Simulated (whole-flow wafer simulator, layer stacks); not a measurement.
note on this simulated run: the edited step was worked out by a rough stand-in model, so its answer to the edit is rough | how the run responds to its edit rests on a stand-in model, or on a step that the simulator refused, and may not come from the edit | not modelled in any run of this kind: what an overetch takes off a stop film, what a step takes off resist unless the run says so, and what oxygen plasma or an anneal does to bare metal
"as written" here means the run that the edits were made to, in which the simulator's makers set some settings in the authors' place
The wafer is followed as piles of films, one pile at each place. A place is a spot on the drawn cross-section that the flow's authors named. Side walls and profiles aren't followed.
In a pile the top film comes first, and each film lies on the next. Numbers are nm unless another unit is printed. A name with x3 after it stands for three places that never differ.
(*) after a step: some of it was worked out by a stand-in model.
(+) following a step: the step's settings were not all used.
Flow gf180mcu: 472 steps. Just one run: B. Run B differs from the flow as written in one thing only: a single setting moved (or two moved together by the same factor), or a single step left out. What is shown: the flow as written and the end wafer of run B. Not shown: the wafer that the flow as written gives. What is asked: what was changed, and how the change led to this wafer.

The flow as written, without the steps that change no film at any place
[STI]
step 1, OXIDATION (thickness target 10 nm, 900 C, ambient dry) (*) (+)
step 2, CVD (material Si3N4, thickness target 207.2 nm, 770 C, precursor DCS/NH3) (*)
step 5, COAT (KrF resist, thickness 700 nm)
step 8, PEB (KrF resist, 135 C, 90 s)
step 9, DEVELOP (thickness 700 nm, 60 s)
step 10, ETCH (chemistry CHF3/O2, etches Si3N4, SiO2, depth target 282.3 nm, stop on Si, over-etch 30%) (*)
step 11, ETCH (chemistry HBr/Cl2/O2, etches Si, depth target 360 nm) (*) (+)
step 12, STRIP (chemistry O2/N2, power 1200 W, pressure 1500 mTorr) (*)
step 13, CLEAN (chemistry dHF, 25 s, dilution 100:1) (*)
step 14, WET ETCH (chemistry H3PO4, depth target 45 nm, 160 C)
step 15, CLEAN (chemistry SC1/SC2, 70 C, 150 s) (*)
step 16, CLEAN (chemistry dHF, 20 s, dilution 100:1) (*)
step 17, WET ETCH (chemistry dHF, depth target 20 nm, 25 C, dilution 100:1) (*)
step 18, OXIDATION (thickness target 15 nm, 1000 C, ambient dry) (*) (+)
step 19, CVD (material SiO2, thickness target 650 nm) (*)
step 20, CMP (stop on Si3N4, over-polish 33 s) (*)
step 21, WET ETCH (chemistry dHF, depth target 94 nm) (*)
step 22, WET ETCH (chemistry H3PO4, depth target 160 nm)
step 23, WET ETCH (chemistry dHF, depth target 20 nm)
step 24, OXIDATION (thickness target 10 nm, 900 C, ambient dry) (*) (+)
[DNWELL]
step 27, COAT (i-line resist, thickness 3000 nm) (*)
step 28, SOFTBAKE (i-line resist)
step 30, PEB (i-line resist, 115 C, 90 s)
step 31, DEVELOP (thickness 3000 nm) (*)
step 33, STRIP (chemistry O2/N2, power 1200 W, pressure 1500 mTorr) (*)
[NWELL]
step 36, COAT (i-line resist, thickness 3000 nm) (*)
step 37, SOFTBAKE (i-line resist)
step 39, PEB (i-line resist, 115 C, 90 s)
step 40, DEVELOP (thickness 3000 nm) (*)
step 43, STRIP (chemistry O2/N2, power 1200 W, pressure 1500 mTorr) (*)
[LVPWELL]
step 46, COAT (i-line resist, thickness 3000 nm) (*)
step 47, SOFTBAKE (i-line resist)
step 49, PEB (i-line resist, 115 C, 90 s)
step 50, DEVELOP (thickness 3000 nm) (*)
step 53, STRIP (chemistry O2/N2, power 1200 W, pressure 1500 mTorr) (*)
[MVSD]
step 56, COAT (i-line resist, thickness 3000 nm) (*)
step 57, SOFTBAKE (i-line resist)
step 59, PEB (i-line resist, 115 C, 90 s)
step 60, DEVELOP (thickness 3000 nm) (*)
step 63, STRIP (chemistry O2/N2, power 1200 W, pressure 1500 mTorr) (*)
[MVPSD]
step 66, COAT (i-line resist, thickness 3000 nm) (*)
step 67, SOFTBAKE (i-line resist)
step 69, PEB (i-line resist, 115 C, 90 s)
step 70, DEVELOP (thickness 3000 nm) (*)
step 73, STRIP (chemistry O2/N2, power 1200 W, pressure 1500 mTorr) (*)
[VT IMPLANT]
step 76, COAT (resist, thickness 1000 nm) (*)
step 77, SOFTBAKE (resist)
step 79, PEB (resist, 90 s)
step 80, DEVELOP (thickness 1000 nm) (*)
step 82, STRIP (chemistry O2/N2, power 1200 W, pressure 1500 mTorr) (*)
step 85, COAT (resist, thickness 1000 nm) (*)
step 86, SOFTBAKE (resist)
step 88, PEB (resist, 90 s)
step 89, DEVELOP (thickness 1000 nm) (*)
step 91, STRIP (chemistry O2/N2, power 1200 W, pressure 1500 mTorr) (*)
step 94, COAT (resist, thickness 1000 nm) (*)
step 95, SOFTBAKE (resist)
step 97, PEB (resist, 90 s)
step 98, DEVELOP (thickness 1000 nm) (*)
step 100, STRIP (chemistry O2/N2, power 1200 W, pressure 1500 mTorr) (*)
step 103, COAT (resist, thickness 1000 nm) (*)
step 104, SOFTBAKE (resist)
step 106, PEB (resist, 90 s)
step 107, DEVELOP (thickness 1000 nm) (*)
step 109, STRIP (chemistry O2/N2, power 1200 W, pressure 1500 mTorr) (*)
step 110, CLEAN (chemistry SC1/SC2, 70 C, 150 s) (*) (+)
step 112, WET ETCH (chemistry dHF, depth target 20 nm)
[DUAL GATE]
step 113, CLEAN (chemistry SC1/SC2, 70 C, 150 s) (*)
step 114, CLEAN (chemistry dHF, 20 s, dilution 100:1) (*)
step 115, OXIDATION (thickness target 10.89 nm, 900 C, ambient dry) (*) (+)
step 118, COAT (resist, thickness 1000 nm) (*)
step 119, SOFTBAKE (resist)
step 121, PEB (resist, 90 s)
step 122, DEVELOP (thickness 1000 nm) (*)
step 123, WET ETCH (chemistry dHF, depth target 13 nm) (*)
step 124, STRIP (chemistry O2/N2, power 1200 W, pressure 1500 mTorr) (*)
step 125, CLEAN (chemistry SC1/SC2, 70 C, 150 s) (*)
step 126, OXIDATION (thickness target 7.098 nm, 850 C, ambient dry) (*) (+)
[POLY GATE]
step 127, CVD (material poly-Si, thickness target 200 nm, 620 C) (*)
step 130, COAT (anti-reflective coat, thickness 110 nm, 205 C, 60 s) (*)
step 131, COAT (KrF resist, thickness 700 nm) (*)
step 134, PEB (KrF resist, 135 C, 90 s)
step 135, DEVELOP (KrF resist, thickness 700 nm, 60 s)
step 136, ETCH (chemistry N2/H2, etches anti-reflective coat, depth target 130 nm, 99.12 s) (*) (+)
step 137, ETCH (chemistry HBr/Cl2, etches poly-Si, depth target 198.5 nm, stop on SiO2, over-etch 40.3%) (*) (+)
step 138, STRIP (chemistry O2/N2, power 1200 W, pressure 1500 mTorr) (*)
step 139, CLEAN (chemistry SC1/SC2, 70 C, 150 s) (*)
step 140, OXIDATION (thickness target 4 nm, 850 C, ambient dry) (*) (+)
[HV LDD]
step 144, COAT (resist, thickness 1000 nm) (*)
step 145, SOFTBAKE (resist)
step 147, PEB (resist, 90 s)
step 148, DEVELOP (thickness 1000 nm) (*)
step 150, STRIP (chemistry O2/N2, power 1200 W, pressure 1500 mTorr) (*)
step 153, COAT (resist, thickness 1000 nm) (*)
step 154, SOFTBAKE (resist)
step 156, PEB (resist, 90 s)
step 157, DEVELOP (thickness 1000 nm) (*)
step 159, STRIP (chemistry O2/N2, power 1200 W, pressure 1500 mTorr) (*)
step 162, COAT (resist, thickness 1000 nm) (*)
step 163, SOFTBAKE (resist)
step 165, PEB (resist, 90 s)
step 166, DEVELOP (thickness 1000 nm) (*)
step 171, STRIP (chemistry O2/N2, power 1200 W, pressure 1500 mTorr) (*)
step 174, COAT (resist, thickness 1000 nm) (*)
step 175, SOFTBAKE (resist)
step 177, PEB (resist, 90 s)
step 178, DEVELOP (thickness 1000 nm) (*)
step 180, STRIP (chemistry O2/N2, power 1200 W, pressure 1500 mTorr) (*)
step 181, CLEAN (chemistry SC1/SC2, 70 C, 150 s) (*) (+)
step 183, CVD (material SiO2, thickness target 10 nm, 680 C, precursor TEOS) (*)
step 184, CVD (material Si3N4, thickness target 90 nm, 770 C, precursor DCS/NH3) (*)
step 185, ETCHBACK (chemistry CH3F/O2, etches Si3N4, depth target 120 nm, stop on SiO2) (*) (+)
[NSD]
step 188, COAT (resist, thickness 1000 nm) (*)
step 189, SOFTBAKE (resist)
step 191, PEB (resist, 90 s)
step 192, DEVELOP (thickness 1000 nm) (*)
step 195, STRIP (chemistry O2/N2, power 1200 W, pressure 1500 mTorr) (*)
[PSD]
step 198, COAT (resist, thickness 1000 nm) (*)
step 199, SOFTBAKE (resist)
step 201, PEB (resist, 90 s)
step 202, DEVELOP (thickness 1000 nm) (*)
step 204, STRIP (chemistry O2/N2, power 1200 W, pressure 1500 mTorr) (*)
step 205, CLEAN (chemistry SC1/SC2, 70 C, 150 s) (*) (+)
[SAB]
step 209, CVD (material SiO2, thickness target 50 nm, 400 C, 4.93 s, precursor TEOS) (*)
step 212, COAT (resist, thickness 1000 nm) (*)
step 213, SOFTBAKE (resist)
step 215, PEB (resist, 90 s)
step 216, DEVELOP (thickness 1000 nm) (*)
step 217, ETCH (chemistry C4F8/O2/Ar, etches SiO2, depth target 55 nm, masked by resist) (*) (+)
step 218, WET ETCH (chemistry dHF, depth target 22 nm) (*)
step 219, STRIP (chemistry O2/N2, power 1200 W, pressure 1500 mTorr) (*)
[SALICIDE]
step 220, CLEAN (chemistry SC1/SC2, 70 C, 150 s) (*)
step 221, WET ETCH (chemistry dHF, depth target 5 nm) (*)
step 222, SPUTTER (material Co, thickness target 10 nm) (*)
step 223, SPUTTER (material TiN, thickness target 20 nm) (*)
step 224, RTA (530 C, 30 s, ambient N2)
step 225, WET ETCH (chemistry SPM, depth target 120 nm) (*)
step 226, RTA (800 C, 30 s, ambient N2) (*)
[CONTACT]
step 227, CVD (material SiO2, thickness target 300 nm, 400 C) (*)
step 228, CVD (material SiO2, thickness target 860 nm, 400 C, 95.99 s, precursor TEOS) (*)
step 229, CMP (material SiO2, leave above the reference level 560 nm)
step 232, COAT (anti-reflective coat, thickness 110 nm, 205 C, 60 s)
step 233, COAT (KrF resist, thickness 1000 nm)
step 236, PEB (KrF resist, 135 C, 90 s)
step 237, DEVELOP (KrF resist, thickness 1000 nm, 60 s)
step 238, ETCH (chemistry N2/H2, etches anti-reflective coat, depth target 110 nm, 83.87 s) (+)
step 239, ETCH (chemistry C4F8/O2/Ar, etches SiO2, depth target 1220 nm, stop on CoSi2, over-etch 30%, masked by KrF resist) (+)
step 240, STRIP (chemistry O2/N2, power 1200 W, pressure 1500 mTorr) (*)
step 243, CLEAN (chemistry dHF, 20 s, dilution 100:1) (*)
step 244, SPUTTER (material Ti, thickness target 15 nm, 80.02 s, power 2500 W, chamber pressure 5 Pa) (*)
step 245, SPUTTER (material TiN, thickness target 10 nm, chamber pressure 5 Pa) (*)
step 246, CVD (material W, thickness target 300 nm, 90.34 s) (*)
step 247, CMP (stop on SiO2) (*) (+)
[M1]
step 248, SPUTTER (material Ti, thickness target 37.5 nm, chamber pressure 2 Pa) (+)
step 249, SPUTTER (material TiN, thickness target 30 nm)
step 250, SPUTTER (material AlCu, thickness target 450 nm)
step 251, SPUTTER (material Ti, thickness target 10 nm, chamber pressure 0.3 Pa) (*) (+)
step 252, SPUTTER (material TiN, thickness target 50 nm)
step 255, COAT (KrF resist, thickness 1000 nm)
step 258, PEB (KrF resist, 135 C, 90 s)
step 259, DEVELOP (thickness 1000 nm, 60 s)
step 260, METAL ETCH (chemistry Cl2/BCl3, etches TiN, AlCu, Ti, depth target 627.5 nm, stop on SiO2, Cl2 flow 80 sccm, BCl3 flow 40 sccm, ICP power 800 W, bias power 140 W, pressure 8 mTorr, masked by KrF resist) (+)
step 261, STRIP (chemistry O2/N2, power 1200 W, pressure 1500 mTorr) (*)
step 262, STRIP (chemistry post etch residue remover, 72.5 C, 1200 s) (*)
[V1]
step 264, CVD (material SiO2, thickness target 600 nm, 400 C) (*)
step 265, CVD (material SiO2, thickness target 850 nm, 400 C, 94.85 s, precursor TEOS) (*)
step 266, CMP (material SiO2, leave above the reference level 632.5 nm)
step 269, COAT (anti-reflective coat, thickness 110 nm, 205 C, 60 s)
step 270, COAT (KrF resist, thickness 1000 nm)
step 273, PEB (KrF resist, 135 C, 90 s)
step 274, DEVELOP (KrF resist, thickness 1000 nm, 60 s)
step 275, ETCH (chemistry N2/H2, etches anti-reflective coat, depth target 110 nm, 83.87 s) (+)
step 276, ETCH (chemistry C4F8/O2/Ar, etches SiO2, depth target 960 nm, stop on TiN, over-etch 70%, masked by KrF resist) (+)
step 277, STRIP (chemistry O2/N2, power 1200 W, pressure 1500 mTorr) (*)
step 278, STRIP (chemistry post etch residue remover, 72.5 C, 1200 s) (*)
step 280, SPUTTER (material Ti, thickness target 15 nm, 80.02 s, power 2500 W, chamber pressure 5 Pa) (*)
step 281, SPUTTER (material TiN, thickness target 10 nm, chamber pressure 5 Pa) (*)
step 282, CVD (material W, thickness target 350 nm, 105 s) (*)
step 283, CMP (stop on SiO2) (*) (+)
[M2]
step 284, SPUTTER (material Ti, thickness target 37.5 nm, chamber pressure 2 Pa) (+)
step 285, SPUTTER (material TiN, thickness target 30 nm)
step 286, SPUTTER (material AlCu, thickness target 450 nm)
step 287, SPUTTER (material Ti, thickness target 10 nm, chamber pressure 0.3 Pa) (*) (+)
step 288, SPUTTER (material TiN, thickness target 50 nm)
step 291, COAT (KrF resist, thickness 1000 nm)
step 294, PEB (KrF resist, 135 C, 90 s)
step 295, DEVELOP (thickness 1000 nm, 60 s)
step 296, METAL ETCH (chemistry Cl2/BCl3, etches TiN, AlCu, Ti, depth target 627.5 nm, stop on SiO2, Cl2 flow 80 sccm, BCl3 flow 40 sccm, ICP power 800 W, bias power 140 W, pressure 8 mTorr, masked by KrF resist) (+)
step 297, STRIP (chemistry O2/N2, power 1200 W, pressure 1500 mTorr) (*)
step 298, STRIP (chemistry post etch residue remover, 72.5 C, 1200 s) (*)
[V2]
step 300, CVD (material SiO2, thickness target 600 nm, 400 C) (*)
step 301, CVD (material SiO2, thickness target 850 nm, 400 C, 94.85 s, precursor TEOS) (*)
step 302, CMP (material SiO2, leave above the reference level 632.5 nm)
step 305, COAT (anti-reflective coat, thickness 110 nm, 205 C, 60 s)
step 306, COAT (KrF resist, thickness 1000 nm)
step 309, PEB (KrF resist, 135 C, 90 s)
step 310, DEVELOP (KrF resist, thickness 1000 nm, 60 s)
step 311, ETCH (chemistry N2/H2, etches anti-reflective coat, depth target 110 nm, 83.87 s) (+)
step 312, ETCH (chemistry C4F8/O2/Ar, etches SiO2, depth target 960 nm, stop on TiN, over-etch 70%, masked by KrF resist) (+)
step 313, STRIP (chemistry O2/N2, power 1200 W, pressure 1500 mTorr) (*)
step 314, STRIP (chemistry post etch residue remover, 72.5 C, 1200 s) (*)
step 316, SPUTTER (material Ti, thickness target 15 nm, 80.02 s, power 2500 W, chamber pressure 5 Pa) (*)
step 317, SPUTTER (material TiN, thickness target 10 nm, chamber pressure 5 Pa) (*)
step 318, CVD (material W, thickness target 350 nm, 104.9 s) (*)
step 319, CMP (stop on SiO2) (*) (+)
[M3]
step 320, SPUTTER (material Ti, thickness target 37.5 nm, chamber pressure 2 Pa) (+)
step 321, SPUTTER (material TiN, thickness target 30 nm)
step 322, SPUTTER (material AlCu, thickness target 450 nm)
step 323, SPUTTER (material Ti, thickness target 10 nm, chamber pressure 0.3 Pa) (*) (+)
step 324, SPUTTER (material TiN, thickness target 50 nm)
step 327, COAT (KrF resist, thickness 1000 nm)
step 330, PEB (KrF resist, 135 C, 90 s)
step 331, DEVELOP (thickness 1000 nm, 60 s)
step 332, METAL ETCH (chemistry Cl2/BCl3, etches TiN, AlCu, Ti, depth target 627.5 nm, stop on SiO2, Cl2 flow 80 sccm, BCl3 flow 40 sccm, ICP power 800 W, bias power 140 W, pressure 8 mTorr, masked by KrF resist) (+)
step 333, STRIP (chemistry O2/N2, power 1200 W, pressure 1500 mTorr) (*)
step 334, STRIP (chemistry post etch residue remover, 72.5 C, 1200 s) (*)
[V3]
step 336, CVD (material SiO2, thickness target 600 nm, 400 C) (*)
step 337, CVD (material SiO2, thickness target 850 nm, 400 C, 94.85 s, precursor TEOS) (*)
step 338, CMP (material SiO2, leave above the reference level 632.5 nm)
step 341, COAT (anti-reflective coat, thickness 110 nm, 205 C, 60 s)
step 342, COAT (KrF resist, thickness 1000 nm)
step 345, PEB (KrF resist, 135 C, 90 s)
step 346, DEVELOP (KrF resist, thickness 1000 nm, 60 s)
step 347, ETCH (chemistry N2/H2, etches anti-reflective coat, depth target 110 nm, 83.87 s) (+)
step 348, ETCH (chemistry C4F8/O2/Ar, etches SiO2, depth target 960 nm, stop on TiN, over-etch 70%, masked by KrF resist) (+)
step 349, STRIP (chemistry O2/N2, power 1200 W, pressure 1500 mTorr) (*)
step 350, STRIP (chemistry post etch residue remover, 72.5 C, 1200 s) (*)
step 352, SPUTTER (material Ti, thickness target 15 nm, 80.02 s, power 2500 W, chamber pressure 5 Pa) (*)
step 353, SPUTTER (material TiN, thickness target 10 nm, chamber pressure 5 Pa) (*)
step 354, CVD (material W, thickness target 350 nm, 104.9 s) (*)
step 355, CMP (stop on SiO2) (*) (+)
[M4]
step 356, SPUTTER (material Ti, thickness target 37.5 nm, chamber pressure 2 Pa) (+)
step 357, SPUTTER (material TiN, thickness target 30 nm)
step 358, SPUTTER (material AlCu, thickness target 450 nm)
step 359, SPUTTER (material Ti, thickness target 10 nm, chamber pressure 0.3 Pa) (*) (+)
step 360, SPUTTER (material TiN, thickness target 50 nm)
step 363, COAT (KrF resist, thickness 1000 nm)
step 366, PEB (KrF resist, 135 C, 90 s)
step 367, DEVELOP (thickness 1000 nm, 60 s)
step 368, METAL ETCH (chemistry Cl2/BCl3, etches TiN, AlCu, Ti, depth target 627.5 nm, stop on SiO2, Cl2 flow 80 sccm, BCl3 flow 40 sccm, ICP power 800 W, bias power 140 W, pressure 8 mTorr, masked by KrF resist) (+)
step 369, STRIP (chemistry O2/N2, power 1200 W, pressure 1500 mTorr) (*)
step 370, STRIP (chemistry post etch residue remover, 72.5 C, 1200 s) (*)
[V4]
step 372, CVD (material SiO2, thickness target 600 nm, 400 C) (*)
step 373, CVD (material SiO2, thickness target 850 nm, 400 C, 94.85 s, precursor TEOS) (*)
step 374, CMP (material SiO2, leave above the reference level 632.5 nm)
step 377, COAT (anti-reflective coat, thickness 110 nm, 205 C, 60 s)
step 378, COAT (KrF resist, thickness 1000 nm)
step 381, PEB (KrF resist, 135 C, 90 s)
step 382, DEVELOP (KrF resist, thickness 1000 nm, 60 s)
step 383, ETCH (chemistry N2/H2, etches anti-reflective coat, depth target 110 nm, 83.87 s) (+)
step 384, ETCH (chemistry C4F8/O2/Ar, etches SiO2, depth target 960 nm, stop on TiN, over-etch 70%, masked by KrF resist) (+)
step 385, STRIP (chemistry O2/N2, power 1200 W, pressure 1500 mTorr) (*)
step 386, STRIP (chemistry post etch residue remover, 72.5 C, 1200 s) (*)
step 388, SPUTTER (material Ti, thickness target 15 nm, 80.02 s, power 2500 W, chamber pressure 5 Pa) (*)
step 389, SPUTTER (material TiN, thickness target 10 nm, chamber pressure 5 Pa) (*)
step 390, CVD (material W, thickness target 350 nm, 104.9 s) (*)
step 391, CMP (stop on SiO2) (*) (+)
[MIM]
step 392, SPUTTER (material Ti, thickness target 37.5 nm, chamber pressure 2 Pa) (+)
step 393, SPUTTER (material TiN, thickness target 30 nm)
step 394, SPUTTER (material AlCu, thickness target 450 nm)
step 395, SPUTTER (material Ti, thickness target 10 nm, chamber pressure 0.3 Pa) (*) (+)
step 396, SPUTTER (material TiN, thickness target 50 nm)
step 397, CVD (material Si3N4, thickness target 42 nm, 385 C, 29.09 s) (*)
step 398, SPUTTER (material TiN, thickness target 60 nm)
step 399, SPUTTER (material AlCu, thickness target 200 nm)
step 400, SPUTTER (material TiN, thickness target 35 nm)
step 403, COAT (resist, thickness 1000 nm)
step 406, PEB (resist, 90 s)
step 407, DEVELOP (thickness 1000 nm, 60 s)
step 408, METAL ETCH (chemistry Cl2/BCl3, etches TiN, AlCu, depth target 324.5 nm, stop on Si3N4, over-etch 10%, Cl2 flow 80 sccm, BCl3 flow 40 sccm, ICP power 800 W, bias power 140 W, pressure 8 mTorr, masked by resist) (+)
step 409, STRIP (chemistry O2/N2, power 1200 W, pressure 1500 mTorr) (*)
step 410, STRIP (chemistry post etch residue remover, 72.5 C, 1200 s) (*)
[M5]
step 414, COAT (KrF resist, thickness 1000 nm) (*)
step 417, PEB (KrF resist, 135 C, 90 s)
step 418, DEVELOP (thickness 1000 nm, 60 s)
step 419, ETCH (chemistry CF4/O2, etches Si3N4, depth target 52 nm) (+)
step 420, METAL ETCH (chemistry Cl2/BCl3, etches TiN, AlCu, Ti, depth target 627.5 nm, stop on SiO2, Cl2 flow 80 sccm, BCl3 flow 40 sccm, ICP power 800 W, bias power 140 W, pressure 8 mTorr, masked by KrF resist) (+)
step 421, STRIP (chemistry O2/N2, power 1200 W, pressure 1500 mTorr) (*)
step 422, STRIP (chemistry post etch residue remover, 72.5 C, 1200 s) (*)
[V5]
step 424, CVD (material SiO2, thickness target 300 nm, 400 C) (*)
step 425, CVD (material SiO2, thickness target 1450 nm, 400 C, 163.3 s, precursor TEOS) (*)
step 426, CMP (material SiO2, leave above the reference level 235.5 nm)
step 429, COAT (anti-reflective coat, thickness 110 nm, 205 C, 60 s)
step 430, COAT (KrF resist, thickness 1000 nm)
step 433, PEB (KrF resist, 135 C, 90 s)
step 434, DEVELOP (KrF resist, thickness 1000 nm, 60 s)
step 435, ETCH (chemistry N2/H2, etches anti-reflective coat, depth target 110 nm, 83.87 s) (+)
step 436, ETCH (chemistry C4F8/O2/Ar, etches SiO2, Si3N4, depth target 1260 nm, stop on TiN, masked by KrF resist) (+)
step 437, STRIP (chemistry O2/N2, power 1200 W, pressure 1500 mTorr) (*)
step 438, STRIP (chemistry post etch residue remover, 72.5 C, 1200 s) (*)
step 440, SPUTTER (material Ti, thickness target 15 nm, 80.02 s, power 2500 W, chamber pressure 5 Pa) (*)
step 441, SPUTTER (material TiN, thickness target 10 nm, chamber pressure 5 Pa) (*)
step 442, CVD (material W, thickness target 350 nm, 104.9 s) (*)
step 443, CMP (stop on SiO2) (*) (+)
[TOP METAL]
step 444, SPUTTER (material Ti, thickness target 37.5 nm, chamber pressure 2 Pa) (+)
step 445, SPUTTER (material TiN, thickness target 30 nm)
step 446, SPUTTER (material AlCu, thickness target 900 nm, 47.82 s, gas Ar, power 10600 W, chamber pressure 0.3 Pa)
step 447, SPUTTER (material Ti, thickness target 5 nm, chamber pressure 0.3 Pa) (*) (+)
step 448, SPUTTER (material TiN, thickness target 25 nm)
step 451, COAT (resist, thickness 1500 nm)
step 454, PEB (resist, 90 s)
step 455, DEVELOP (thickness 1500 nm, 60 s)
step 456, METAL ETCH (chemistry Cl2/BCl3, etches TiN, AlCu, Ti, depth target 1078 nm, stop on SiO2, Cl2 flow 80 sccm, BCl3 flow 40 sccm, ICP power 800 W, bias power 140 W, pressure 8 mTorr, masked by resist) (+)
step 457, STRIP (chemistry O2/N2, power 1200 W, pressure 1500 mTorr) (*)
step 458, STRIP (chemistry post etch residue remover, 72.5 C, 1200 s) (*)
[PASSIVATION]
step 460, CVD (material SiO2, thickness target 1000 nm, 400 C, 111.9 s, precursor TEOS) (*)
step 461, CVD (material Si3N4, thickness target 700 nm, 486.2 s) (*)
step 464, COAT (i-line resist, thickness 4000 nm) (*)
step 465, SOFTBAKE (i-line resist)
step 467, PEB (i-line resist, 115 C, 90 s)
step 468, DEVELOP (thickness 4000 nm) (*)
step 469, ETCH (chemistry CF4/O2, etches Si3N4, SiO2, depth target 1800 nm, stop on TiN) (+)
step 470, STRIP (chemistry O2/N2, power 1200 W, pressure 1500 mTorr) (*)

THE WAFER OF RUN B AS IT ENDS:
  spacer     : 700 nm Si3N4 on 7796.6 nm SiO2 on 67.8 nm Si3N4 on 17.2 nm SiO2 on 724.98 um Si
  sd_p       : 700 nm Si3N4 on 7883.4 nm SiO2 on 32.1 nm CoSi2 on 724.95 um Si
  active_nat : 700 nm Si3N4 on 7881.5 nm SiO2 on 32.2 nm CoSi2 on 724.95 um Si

The reason: step 184, CVD: thickness target 72 nm was run, though the flow has thickness target 90 nm.

How this came from the change, step by step:
  step 184, CVD (material Si3N4, thickness target 90 nm, 770 C, precursor DCS/NH3) (*)
      field, field__w1, field__w2 and 101 more: +72 Si3N4 (new film) (it would be, as written: +90 Si3N4 (new film))
  step 185, ETCHBACK (chemistry CH3F/O2, etches Si3N4, depth target 120 nm, stop on SiO2) (*) (+)
      field, field__w1, field__w2 and 100 more: -72 Si3N4 (all of it), -4 SiO2 (it would be, as written: -90 Si3N4 (all of it), -2.5 SiO2)
  step 189, SOFTBAKE (resist)
      field: nothing (it would be, as written: +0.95 resist)
      nw_enc_fld: +1.66 resist (it would be, as written: +1.02 resist)
  step 199, SOFTBAKE (resist)
      field: nothing (it would be, as written: +0.95 resist)
      nw_enc_fld: +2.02 resist (it would be, as written: +1.34 resist)
  step 218, WET ETCH (chemistry dHF, depth target 22 nm) (*)
      gate, gate_hv, gate_p and 23 more: -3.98 SiO2 (all of it) (it would be, as written: -5.48 SiO2 (all of it))
      active, p_well, sd_n, iso_ptap_pw, iso_ntap_nw, iso_ptap_sub, vpnp_e: -7.51 SiO2 (all of it) (it would be, as written: -9.01 SiO2 (all of it))
      (also at 16 further places)
  step 223, SPUTTER (material TiN, thickness target 20 nm) (*)
      field__w2: +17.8 TiN (new film) (it would be, as written: +17 TiN (new film))
      field__w3: +16.8 TiN (new film) (it would be, as written: +15.7 TiN (new film))
      (also at 3 further places)
  step 224, RTA (530 C, 30 s, ambient N2)
      ld_drn_p: under 1 film: +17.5 CoSi (new film), -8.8 Co (all of it), -16 Si (it would be, as written: under 1 film: +16.7 CoSi (new film), -8.4 Co (all of it), -15.2 Si)
  step 225, WET ETCH (chemistry SPM, depth target 120 nm) (*)
      field__w2: -17.8 TiN (all of it), -9.03 Co (all of it) (it would be, as written: -17 TiN (all of it), -8.65 Co (all of it))
      field__w3: -16.8 TiN (all of it), -8.55 Co (all of it) (it would be, as written: -15.7 TiN (all of it), -8.06 Co (all of it))
      (also at 3 further places)
  step 226, RTA (800 C, 30 s, ambient N2) (*)
      ld_sd_n: +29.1 CoSi2 (new film), -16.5 CoSi (all of it), -15.1 Si (it would be, as written: +28.3 CoSi2 (new film), -16.1 CoSi (all of it), -14.7 Si)
      ld_drn_n: +32.4 CoSi2 (new film), -18.4 CoSi (all of it), -16.8 Si (it would be, as written: +31.5 CoSi2 (new film), -17.9 CoSi (all of it), -16.4 Si)
      (also at 1 further place)
  step 229, CMP (material SiO2, leave above the reference level 560 nm)
      spacer: -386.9 SiO2 (it would be, as written: -404.9 SiO2)
